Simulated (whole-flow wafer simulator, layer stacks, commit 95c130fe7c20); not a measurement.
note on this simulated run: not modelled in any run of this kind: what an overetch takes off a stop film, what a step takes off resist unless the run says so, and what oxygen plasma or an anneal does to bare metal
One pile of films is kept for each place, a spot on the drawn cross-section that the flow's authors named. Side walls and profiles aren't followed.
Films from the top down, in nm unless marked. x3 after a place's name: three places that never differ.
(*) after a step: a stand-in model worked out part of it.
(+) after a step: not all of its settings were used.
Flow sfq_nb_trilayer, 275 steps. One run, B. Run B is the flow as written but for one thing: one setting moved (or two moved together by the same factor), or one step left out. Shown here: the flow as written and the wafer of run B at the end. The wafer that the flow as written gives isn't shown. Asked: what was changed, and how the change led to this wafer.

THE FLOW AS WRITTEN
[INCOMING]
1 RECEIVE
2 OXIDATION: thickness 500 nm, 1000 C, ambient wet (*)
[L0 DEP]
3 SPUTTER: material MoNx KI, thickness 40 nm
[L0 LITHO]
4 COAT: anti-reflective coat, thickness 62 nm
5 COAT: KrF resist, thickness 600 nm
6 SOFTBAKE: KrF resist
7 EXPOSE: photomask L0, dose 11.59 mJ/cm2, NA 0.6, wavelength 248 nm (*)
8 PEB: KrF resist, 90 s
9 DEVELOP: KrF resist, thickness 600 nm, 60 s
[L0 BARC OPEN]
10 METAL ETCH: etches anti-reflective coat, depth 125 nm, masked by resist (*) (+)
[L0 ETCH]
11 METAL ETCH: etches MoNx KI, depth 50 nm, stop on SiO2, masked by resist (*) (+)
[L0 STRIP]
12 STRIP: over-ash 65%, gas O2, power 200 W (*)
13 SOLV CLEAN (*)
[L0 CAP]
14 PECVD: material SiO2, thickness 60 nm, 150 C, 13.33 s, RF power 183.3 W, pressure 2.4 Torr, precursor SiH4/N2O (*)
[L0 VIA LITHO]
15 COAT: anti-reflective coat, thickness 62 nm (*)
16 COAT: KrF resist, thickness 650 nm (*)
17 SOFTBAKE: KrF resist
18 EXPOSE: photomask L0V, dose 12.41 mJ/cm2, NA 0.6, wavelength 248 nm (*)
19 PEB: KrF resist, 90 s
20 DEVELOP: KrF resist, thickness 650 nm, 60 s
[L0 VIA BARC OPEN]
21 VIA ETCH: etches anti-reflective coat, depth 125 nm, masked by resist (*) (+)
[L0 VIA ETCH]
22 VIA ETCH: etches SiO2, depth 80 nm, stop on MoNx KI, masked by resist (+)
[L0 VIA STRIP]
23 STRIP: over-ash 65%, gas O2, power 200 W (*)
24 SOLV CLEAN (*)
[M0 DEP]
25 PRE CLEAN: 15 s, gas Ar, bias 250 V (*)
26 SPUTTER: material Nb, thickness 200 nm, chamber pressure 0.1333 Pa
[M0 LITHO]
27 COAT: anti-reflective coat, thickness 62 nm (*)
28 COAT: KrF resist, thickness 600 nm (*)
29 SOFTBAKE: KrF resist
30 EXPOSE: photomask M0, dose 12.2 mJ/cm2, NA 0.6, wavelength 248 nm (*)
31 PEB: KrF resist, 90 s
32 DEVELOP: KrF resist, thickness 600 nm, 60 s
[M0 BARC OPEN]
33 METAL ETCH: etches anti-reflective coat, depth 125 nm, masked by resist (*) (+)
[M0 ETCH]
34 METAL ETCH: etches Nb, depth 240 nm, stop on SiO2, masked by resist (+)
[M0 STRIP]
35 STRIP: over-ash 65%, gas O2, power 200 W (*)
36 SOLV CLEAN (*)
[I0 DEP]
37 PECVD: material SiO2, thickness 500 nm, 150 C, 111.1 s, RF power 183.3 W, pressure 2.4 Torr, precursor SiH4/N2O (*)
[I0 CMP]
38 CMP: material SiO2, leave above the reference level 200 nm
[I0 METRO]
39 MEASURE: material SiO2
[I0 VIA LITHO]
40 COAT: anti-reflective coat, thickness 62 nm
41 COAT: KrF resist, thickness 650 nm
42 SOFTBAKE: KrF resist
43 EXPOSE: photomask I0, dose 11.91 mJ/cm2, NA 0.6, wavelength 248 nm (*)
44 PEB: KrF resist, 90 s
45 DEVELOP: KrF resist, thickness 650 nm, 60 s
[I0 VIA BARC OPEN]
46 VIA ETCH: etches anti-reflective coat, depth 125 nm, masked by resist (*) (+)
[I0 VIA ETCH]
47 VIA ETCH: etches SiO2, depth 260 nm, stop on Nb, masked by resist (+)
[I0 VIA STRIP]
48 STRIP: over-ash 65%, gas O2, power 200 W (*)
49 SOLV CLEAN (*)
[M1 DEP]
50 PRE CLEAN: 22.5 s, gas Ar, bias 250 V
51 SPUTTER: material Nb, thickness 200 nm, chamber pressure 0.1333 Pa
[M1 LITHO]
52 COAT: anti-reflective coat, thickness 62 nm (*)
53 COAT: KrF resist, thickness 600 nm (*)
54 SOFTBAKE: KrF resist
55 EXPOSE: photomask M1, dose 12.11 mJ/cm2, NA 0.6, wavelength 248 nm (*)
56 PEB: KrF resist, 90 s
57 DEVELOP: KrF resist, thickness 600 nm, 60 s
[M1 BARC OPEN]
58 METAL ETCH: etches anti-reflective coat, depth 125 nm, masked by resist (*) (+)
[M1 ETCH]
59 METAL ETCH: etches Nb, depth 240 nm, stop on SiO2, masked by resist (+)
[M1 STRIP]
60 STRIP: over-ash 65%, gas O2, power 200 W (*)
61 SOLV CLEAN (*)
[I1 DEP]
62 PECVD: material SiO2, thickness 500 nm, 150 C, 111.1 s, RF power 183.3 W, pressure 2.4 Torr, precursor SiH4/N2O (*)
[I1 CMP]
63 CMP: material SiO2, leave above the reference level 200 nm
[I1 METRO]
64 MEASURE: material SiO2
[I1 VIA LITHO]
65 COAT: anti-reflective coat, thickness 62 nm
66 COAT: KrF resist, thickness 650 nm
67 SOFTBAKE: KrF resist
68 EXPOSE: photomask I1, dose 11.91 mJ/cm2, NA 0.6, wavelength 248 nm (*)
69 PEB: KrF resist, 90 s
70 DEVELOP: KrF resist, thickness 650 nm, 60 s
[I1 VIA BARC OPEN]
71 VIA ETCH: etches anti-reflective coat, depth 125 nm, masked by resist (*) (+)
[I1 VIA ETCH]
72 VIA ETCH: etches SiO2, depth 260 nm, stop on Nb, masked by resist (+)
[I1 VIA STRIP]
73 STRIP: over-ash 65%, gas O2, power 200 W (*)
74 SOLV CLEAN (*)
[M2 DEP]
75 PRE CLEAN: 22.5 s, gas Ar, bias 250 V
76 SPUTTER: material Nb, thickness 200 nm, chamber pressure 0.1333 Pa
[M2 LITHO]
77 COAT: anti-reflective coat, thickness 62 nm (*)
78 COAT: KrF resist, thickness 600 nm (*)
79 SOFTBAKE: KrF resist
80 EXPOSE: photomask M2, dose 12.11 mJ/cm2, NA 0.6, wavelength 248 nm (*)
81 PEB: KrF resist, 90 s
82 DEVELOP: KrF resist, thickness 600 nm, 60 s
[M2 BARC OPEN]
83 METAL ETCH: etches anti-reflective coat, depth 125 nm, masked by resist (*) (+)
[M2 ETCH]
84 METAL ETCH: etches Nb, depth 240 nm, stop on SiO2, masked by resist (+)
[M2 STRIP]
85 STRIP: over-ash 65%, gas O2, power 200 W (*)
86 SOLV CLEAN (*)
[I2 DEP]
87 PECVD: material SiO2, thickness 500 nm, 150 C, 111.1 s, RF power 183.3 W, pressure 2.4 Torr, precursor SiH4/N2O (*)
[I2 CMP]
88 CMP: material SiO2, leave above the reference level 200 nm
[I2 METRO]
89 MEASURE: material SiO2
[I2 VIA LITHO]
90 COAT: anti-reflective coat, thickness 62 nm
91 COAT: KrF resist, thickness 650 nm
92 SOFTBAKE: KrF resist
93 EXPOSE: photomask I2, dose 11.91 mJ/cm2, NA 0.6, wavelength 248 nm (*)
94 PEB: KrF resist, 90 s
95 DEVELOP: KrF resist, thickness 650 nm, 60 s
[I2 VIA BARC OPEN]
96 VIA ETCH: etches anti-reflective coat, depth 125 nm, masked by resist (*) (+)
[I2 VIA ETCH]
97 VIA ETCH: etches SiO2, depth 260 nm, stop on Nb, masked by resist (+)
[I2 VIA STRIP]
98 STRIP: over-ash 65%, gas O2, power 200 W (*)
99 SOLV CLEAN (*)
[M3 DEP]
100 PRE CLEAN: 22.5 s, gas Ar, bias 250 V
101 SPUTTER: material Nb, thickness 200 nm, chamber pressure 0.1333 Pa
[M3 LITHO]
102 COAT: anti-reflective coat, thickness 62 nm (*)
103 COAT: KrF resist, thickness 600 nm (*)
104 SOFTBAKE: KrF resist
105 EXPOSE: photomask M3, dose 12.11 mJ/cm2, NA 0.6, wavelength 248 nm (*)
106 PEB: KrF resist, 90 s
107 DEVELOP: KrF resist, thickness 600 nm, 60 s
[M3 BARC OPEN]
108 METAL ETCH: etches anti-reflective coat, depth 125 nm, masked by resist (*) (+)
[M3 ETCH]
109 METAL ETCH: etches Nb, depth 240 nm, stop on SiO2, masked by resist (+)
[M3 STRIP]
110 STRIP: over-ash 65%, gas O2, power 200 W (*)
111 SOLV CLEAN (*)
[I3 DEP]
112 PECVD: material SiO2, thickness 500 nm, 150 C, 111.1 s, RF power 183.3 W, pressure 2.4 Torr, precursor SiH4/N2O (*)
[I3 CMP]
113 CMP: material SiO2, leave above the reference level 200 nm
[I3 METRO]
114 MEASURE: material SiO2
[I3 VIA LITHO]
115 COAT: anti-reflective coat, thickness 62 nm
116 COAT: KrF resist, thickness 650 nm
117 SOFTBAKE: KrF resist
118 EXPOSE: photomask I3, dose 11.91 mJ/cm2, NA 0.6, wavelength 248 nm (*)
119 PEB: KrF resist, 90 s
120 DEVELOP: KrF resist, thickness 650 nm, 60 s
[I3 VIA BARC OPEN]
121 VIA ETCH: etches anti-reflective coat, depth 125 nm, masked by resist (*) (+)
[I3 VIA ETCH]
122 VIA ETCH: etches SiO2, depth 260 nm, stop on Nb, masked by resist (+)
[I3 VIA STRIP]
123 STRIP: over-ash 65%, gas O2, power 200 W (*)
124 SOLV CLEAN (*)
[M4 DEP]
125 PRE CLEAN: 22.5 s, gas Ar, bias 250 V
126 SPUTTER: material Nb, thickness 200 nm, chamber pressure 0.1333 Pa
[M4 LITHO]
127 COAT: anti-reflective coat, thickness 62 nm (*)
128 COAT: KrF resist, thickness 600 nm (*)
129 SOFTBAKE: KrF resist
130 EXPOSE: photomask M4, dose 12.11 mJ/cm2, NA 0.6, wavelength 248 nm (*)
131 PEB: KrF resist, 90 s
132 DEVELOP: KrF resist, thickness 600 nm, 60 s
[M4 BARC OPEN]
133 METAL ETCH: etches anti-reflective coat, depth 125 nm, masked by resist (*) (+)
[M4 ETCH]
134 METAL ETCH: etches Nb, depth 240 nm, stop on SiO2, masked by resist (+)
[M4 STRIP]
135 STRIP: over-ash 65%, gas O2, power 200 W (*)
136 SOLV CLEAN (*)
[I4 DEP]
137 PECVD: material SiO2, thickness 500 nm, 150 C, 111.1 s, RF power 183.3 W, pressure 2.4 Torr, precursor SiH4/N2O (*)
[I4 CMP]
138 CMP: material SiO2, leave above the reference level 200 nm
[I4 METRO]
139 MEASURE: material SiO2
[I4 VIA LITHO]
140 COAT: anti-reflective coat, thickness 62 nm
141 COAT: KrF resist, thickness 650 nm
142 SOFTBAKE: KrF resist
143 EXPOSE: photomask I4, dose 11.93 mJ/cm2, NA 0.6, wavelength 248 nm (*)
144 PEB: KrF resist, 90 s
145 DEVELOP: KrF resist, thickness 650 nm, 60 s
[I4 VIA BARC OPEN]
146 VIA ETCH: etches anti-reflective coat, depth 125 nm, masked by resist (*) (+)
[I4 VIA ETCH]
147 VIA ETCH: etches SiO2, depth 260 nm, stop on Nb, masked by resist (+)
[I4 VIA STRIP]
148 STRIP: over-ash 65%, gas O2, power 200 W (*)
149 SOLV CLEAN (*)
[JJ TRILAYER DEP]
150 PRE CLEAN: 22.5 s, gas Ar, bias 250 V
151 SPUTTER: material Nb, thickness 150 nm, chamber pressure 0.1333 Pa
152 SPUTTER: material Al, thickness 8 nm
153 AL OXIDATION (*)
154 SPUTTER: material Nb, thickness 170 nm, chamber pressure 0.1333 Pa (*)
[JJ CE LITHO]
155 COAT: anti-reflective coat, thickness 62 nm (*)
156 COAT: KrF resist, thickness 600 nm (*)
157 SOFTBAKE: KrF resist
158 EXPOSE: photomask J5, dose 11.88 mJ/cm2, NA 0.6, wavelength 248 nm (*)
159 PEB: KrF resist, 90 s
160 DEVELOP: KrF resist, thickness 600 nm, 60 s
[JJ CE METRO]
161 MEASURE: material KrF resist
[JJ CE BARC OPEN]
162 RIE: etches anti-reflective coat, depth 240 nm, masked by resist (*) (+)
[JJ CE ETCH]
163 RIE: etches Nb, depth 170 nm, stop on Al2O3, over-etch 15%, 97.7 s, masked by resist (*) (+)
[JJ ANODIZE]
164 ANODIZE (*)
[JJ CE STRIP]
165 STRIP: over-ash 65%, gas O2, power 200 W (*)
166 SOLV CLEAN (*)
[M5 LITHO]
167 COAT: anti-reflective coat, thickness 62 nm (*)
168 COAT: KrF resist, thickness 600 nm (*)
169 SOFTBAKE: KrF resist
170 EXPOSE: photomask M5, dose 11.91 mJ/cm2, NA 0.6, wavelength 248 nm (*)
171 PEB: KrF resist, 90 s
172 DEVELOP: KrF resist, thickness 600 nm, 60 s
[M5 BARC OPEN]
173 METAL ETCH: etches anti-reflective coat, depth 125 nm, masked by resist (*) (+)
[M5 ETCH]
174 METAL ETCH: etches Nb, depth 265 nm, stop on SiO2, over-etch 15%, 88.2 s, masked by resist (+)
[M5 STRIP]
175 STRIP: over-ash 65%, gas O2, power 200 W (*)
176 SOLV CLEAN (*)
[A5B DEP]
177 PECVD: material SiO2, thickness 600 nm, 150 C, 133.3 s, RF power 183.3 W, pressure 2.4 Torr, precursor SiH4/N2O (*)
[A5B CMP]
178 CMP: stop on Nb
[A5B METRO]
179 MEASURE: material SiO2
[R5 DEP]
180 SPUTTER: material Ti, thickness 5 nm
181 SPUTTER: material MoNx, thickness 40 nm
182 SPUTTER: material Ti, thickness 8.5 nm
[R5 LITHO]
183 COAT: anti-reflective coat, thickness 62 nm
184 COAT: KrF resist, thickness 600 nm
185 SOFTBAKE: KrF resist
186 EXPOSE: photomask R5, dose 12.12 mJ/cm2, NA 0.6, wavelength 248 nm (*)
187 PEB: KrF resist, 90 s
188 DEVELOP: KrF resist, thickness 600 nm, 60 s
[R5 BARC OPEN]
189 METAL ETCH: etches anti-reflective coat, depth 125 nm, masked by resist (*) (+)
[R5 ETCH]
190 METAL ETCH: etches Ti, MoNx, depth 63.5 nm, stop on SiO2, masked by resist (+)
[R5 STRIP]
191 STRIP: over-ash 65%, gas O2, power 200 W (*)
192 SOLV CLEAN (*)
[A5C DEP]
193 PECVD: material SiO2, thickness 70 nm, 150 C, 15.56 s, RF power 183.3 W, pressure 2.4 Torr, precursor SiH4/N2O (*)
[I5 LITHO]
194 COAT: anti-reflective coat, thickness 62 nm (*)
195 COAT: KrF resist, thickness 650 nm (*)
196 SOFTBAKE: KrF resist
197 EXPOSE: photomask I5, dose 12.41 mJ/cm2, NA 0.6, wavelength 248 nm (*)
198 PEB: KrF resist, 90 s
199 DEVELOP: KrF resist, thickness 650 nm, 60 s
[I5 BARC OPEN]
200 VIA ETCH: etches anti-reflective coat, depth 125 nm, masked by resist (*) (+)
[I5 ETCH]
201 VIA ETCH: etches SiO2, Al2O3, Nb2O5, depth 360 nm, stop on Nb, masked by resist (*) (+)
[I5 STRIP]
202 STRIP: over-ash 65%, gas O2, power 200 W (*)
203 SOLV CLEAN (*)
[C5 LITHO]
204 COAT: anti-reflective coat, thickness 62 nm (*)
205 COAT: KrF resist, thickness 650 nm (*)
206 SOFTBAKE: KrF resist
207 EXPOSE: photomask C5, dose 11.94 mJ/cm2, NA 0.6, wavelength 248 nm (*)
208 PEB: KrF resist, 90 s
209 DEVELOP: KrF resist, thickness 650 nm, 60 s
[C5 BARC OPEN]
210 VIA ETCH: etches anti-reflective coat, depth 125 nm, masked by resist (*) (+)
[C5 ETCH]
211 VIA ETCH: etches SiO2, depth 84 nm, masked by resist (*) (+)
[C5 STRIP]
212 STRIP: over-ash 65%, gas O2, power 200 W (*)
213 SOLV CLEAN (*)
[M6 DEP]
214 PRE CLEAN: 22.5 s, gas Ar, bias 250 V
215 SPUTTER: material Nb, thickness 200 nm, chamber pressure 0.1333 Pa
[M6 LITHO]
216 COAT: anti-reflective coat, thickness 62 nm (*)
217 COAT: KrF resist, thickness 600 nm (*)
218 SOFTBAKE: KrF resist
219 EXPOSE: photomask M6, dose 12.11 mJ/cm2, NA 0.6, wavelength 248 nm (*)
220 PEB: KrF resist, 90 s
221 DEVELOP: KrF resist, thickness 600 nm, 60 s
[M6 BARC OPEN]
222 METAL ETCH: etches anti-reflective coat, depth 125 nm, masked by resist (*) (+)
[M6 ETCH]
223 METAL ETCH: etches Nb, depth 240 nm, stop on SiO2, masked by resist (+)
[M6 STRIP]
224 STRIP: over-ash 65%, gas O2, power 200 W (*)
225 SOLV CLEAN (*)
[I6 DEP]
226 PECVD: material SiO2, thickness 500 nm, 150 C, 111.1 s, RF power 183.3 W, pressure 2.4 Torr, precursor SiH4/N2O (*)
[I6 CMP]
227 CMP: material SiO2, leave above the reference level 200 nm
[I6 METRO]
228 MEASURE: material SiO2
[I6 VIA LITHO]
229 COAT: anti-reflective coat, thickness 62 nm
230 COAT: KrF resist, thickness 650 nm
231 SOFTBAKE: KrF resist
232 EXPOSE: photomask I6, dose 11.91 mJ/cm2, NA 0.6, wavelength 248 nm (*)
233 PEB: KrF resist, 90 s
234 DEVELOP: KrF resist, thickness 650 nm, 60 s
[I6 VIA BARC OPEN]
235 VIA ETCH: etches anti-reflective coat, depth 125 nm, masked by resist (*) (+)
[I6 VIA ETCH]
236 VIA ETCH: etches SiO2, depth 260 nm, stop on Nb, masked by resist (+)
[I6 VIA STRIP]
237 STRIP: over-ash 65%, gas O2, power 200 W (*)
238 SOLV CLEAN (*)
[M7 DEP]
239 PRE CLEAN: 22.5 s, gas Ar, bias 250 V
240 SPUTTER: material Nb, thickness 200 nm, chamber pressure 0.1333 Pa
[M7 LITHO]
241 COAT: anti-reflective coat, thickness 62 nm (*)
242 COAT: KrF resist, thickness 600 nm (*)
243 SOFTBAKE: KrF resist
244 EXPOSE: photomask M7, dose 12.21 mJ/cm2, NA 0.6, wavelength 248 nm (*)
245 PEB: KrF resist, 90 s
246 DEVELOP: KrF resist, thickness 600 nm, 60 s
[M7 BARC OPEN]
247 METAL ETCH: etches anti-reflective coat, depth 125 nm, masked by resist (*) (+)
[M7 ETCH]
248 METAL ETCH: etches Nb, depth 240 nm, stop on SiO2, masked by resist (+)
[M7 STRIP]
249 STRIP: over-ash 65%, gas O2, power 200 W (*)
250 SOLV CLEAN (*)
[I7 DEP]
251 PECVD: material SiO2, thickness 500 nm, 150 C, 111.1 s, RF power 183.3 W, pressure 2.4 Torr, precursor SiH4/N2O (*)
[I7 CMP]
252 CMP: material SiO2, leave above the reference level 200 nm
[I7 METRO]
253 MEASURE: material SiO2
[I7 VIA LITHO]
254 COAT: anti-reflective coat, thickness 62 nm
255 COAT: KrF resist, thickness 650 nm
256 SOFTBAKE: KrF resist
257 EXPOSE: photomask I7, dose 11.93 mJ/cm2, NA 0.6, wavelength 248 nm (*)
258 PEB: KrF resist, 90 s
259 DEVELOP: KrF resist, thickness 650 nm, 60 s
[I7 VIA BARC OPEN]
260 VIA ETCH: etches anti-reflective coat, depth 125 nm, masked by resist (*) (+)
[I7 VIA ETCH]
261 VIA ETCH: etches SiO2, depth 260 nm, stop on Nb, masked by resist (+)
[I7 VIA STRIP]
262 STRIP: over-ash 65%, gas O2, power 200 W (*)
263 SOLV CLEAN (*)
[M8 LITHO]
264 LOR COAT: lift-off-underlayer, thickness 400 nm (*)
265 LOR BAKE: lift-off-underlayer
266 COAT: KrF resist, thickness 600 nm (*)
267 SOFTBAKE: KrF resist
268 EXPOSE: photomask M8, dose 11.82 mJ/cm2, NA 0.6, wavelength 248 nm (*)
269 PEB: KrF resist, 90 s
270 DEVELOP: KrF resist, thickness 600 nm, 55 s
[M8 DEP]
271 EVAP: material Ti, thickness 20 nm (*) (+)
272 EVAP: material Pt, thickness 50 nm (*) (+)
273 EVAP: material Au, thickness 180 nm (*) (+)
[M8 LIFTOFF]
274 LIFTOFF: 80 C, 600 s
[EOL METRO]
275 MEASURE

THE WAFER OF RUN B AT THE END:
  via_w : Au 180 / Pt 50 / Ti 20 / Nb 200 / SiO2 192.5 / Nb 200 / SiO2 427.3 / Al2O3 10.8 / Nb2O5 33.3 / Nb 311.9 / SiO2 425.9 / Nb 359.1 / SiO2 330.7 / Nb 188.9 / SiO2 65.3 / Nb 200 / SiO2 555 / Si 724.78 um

The cause: step 47, VIA ETCH: depth 127 nm was run, where the flow has depth 260 nm.

How the change led to this, step by step:
  47 VIA ETCH: etches SiO2, depth 260 nm, stop on Nb, masked by resist (+)
      via_w: SiO2 -127 (as written it would be: SiO2 -199.8 (all of it))
      field_l, v_sur, via_wl and 102 more: KrF resist -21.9 (as written it would be: KrF resist -44.8)
  48 STRIP: over-ash 65%, gas O2, power 200 W (*)
      field_l, v_sur, via_wl and 102 more: KrF resist -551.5 (all of it), anti-reflective coat -62 (all of it) (as written it would be: KrF resist -528.6 (all of it), anti-reflective coat -62 (all of it))
  50 PRE CLEAN: 22.5 s, gas Ar, bias 250 V
      via_w: SiO2 -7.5 (as written it would be: Nb -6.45)
  51 SPUTTER: material Nb, thickness 200 nm, chamber pressure 0.1333 Pa
      via_w: Nb +188.9 (new film) (as written it would be: Nb +174.5)
  52 COAT: anti-reflective coat, thickness 62 nm (*)
      via_wl: anti-reflective coat +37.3 (new film) (as written it would be: anti-reflective coat +33.8 (new film))
      via_w: anti-reflective coat +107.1 (new film) (as written it would be: anti-reflective coat +123.1 (new film))
      (and at 1 more place)
  53 COAT: KrF resist, thickness 600 nm (*)
      via_w: KrF resist +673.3 (new film) (as written it would be: KrF resist +731.8 (new film))
  60 STRIP: over-ash 65%, gas O2, power 200 W (*)
      via_wl: KrF resist -391 (all of it), anti-reflective coat -37.3 (all of it) (as written it would be: KrF resist -385.5 (all of it), anti-reflective coat -33.8 (all of it))
      via_w: KrF resist -455.5 (all of it), anti-reflective coat -107.1 (all of it) (as written it would be: KrF resist -513.8 (all of it), anti-reflective coat -123.1 (all of it))
      (and at 1 more place)
  62 PECVD: material SiO2, thickness 500 nm, 150 C, 111.1 s, RF power 183.3 W, pressure 2.4 Torr, precursor SiH4/N2O (*)
      via_w: SiO2 +500 (new film) (as written it would be: SiO2 +606 (new film))
  63 CMP: material SiO2, leave above the reference level 200 nm
      via_w: SiO2 -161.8 (as written it would be: SiO2 -181.6)
Counting metal films that touch as one body, via_w has 6 bodies (between them, from the top down: SiO2 192.5; SiO2 427.3 / Al2O3 10.8 / Nb2O5 33.3; SiO2 425.9; SiO2 330.7; SiO2 65.3); the flow as written gives 5 bodies (between them, from the top down: SiO2 192.5; SiO2 427.3 / Al2O3 10.8 / Nb2O5 33.3; SiO2 425.9; SiO2 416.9).
